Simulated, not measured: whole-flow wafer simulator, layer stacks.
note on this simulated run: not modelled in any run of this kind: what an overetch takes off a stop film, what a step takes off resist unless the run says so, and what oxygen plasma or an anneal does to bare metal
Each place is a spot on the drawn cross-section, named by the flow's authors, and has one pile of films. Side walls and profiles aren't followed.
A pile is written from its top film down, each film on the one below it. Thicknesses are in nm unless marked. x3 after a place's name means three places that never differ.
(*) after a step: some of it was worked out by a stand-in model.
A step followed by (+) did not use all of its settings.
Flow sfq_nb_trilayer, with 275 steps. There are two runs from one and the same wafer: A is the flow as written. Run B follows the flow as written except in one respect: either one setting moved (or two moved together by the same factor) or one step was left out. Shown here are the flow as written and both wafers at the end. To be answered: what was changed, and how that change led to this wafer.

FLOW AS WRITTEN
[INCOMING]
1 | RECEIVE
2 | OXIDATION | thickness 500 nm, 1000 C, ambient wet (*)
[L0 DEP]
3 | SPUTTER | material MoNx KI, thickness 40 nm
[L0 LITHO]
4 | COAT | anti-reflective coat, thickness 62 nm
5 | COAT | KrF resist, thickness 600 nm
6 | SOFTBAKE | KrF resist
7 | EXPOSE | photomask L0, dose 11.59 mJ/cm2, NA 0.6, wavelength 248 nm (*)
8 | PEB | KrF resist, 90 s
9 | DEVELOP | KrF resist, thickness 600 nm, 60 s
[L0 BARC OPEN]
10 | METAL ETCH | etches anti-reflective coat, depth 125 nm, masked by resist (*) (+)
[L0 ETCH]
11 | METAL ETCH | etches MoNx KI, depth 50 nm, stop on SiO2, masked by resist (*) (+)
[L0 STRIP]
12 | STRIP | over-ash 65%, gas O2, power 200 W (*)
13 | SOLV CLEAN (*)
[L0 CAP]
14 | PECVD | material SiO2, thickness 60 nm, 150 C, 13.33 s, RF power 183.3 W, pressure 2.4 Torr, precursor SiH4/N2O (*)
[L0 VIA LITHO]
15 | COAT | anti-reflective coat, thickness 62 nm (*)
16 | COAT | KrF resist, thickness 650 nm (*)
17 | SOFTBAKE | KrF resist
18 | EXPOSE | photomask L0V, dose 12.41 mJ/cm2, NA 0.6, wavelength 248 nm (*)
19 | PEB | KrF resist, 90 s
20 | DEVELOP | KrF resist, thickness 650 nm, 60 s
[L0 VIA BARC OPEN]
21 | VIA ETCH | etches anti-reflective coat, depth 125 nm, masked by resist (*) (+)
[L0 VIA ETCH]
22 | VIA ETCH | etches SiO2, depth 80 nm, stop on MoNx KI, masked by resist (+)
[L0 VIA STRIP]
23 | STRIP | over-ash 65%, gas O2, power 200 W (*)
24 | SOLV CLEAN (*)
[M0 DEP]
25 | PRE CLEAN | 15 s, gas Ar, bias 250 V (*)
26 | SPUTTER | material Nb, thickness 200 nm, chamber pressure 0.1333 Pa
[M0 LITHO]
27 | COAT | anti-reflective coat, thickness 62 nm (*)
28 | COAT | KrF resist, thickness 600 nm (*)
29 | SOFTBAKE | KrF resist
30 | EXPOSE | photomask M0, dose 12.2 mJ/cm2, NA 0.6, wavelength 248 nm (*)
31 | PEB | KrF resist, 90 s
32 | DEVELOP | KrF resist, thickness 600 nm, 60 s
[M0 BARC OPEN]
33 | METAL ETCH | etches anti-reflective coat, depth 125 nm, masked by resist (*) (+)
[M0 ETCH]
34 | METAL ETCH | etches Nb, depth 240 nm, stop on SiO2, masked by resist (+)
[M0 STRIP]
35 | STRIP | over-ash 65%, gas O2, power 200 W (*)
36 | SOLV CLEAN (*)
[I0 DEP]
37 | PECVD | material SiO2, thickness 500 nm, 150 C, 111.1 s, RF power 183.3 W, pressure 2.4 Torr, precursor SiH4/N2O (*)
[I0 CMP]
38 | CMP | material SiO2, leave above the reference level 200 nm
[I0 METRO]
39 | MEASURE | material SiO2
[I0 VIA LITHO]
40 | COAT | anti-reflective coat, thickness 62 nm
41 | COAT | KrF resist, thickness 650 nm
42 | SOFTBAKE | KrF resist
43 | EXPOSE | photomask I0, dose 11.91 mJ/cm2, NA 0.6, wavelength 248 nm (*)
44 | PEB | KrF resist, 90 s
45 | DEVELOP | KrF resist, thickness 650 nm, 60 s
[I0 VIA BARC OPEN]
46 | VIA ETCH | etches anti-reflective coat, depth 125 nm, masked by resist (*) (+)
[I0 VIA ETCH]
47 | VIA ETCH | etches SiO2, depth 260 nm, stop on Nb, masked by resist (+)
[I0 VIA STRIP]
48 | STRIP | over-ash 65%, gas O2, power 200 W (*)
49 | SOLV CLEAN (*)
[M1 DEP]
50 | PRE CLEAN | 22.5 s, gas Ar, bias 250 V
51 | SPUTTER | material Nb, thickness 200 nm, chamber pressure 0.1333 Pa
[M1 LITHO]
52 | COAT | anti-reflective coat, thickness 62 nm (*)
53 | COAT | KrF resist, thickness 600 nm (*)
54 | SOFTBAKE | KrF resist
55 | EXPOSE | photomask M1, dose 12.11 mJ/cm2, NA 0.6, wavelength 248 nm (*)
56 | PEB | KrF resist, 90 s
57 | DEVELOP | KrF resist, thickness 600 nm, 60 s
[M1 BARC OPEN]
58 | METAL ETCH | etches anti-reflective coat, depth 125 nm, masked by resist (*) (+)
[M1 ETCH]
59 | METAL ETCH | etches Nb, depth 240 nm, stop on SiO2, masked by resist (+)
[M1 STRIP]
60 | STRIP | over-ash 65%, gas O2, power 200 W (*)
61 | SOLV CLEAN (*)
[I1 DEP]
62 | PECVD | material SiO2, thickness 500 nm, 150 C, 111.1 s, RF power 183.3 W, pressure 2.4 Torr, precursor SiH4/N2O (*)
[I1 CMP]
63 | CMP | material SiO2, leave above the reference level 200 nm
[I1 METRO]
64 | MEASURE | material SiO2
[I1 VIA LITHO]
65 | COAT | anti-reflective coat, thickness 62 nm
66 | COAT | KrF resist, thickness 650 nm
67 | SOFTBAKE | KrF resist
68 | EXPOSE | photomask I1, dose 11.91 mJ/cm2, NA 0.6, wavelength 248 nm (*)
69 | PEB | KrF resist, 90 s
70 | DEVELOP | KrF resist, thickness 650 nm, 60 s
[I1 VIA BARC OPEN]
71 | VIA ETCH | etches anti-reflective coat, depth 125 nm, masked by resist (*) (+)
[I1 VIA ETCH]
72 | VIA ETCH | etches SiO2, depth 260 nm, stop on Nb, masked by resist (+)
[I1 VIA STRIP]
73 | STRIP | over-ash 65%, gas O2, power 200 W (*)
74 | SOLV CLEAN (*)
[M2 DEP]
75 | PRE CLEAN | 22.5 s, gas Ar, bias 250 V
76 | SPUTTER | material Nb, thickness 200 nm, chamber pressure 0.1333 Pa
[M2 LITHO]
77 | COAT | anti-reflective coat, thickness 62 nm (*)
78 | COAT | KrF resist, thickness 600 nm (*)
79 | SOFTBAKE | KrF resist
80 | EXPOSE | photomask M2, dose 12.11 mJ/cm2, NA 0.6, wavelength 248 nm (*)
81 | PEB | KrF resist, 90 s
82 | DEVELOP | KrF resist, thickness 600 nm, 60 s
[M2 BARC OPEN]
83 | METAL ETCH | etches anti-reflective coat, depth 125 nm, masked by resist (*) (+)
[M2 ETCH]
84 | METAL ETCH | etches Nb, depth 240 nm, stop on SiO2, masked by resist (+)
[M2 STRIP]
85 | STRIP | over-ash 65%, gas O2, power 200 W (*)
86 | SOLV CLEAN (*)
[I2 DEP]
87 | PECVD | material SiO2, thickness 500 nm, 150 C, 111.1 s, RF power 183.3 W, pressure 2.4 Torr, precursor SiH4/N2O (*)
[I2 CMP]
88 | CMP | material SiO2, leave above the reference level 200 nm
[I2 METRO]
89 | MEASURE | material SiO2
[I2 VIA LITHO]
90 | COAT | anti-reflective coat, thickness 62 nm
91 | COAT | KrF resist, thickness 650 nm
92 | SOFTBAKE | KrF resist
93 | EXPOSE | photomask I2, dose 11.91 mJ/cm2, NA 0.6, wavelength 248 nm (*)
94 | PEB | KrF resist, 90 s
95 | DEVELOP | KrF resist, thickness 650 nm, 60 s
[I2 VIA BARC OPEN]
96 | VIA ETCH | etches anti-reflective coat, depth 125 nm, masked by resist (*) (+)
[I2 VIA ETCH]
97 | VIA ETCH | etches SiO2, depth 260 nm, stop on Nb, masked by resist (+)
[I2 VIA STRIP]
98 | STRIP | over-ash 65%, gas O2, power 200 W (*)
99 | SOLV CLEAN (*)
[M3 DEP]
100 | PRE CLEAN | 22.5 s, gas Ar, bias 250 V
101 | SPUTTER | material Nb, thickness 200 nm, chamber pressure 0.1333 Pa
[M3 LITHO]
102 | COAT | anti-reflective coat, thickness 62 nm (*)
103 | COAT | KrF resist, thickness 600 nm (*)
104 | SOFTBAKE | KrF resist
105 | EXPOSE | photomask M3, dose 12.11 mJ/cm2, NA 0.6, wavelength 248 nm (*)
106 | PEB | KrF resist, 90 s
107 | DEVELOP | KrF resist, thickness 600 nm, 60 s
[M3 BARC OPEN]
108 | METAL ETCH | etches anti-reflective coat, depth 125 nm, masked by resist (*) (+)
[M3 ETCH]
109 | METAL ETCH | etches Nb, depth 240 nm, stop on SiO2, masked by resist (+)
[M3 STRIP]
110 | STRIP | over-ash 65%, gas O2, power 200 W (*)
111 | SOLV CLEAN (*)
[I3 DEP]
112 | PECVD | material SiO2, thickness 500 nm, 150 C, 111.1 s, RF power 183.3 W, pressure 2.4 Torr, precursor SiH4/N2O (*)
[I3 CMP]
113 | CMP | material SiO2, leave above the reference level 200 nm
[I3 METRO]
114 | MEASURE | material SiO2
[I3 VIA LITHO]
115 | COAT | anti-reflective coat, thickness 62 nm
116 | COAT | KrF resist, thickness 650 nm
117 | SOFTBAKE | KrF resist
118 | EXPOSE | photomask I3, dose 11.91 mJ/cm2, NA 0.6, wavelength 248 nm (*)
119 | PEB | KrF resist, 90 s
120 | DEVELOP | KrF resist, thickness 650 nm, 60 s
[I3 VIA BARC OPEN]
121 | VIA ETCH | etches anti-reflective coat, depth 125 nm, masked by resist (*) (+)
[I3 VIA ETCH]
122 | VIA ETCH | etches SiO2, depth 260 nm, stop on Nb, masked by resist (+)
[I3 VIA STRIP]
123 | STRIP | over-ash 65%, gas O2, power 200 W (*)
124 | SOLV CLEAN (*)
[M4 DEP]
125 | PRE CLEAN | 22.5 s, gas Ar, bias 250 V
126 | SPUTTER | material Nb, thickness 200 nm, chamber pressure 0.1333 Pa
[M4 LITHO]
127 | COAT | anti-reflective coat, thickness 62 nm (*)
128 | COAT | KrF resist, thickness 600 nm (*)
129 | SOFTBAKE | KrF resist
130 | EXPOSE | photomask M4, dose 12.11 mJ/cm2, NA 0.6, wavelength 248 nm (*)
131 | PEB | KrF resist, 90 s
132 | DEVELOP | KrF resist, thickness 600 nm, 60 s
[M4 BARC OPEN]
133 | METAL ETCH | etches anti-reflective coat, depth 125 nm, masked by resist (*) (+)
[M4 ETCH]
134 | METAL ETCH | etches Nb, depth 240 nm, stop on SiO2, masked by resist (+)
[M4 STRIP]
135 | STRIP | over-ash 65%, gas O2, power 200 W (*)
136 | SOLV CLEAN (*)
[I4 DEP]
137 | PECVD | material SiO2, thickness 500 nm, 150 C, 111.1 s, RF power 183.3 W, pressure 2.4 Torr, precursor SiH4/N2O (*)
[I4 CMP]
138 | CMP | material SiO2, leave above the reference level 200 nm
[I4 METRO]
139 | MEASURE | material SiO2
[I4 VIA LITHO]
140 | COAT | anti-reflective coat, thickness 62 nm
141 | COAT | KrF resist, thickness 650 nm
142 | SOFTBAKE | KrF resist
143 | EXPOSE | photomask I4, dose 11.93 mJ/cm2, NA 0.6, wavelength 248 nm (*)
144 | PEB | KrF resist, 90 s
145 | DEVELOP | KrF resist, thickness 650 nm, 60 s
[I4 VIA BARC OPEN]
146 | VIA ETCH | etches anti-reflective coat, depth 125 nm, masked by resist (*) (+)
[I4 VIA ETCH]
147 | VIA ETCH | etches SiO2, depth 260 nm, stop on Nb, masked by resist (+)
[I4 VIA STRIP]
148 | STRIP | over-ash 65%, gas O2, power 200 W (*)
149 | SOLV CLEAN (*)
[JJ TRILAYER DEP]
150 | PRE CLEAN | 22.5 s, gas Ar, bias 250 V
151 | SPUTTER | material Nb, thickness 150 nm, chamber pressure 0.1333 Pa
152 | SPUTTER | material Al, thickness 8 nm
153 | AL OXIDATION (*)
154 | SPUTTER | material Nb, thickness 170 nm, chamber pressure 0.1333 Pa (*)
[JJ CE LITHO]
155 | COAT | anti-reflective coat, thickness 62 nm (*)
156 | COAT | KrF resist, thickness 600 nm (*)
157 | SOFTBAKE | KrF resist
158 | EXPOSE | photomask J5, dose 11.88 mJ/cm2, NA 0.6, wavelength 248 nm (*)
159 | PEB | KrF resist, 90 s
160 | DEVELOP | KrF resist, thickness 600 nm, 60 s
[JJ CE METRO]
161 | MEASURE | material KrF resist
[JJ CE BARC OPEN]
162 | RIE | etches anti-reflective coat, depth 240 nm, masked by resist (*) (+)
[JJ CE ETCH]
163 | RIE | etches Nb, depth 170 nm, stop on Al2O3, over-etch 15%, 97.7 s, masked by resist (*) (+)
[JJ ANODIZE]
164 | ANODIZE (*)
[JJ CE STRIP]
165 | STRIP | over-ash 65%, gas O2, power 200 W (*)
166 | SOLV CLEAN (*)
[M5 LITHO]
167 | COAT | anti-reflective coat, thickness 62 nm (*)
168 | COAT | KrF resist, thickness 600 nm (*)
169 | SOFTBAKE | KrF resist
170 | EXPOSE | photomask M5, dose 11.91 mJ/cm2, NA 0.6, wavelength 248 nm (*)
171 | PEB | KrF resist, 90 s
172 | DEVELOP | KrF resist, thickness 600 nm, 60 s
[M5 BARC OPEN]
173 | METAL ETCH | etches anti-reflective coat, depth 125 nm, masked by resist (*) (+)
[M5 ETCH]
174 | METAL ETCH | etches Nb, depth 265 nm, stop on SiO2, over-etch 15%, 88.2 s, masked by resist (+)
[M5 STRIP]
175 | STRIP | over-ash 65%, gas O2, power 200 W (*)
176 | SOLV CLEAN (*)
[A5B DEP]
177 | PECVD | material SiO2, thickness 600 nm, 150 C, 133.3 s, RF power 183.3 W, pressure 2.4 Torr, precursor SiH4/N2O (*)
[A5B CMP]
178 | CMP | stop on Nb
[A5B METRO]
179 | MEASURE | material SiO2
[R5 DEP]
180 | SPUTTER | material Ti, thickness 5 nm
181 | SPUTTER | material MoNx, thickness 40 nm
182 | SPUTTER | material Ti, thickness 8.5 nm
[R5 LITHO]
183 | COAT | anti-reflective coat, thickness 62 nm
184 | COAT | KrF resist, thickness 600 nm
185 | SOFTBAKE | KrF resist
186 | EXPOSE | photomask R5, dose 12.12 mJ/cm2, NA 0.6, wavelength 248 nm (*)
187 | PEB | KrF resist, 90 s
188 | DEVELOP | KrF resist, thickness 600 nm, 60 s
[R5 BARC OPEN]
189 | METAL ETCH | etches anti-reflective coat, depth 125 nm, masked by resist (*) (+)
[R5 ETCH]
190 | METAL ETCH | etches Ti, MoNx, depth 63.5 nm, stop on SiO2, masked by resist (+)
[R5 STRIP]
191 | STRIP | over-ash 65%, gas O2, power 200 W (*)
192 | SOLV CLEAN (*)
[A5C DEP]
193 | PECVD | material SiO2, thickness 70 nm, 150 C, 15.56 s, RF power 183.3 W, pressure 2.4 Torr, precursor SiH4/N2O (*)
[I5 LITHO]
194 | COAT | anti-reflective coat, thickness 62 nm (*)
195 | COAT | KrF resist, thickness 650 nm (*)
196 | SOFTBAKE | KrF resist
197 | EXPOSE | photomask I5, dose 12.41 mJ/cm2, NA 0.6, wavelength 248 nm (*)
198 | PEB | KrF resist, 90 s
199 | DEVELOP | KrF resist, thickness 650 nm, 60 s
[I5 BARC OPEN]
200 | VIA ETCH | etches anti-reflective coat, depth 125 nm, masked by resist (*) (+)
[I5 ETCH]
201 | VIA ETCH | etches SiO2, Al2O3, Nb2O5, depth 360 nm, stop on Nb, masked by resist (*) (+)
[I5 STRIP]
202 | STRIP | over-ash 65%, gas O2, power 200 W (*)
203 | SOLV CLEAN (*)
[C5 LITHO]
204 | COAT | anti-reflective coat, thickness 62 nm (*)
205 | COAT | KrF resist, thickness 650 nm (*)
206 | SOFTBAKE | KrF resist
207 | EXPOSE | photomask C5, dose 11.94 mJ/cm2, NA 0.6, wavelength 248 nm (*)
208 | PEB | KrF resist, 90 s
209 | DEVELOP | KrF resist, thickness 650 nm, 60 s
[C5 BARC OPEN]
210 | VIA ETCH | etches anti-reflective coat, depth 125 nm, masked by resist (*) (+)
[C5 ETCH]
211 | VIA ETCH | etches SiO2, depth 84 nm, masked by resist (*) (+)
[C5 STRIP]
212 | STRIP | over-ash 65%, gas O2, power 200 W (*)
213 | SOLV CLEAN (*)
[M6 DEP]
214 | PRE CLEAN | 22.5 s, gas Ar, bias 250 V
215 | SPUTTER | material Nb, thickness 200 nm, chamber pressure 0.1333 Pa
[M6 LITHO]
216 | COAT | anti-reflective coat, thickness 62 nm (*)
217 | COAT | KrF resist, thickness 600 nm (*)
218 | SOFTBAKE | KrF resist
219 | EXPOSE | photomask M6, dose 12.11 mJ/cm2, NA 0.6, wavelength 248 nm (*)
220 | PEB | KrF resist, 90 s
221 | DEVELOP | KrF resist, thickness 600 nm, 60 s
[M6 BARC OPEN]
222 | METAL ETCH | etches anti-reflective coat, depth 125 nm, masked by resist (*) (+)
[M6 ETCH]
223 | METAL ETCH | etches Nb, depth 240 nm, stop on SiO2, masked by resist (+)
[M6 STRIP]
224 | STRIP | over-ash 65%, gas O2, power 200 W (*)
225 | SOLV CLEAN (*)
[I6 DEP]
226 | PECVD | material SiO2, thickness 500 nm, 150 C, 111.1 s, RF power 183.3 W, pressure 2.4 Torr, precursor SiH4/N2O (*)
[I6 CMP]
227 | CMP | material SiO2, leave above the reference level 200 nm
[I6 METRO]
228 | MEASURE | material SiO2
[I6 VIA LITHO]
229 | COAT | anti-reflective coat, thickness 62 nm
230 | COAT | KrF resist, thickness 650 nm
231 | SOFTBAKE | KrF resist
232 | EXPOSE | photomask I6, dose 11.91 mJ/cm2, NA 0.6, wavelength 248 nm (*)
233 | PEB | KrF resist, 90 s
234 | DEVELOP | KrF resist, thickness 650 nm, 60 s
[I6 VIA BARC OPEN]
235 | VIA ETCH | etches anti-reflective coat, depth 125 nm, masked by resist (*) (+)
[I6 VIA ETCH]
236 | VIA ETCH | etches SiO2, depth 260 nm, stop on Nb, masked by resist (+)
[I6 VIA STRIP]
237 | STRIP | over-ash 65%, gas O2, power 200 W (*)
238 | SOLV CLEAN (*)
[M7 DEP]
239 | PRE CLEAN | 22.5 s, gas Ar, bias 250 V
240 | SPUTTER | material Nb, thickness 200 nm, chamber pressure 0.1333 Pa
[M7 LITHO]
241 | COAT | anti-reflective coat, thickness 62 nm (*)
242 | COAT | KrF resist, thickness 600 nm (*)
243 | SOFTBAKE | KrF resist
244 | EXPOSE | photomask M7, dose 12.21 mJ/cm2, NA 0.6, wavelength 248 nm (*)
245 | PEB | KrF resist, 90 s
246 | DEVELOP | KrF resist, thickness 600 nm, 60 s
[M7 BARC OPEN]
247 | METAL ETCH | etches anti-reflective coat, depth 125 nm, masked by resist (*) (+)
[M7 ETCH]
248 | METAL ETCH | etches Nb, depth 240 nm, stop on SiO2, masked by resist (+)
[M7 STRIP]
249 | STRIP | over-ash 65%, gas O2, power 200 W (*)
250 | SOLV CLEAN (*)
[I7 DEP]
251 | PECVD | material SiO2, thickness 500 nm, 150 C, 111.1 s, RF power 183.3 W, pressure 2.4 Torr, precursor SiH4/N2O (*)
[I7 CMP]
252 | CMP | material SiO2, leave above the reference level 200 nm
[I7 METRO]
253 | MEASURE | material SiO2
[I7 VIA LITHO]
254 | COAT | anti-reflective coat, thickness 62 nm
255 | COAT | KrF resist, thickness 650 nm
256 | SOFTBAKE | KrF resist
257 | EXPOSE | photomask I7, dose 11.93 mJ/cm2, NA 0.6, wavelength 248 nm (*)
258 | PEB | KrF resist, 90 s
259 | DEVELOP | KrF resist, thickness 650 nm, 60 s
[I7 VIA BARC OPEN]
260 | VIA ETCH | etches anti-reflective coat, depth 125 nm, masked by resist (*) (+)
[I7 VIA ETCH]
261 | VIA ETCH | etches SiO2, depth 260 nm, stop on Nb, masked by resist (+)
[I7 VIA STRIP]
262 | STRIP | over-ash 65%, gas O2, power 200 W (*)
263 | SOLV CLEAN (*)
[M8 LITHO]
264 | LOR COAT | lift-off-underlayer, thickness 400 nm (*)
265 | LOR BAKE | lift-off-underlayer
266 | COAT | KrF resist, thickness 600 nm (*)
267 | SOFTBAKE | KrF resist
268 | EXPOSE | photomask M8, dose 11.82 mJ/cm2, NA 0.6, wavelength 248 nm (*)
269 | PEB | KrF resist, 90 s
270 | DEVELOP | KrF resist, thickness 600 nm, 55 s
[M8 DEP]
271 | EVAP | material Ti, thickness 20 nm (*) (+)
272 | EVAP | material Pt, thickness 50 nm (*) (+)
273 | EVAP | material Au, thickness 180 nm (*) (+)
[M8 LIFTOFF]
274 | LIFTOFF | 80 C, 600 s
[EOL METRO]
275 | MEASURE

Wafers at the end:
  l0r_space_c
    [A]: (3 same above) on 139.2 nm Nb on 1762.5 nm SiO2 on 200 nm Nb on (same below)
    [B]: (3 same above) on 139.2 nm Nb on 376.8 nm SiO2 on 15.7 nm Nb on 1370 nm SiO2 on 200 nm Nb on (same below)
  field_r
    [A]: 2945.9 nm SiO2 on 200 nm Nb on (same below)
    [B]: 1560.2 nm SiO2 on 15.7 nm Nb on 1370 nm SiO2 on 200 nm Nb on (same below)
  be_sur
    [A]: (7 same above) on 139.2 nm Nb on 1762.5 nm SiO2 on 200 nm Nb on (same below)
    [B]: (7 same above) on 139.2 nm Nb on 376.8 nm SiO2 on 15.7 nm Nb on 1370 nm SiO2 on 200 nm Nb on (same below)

What caused this: step 134, METAL ETCH: depth 184.3 nm was run, whereas the flow has depth 240 nm.

Step by step, how the change led to this:
  134 | METAL ETCH | etches Nb, depth 240 nm, stop on SiO2, masked by resist (+)
      field_l, be, be_sur and 64 more: A -200 Nb (all of it) | B -184.3 Nb
      v_sur, via_wl, via_w and 36 more: A -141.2 KrF resist | B -108.4 KrF resist
  135 | STRIP | over-ash 65%, gas O2, power 200 W (*)
      p4_fl x3, p4_w1 x9, p4_g1 x2 and 15 more: A -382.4 KrF resist (all of it), -62 anti-reflective coat (all of it) | B -415.1 KrF resist (all of it), -62 anti-reflective coat (all of it)
      ln_m5, lsp_m, ln_m6: A -381.9 KrF resist (all of it), -61.8 anti-reflective coat (all of it) | B -414.7 KrF resist (all of it), -61.8 anti-reflective coat (all of it)
      (as well as at 7 more places)
  137 | PECVD | material SiO2, thickness 500 nm, 150 C, 111.1 s, RF power 183.3 W, pressure 2.4 Torr, precursor SiH4/N2O (*)
      field_l, be, be_sur and 55 more: A +500 SiO2 | B +500 SiO2 (new film)
      p3_s0 x6: A +557.1 SiO2 | B +541.4 SiO2 (new film)
      (as well as at 3 more places)
  138 | CMP | material SiO2, leave above the reference level 200 nm
      field_l, be, be_sur and 55 more: A -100 SiO2 | B -115.7 SiO2
      lsp_r, l0_sur, l0v: A -91.9 SiO2 | B -108.2 SiO2
Taking metal films that touch as one body, l0r_space_c has 3 bodies (between them, from the top down: SiO2 376.8; SiO2 1370); the flow as written gives 2 bodies (between them, from the top down: SiO2 1762.5).
Taking metal films that touch as one body, field_r has 2 bodies (between them, from the top down: SiO2 1370); the flow as written gives 1 body.
Taking metal films that touch as one body, be_sur has 5 bodies (between them, from the top down: SiO2 192.5; SiO2 209 / Al2O3 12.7 / Nb2O5 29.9; SiO2 376.8; SiO2 1370); the flow as written gives 4 bodies (between them, from the top down: SiO2 192.5; SiO2 209 / Al2O3 12.7 / Nb2O5 29.9; SiO2 1762.5).
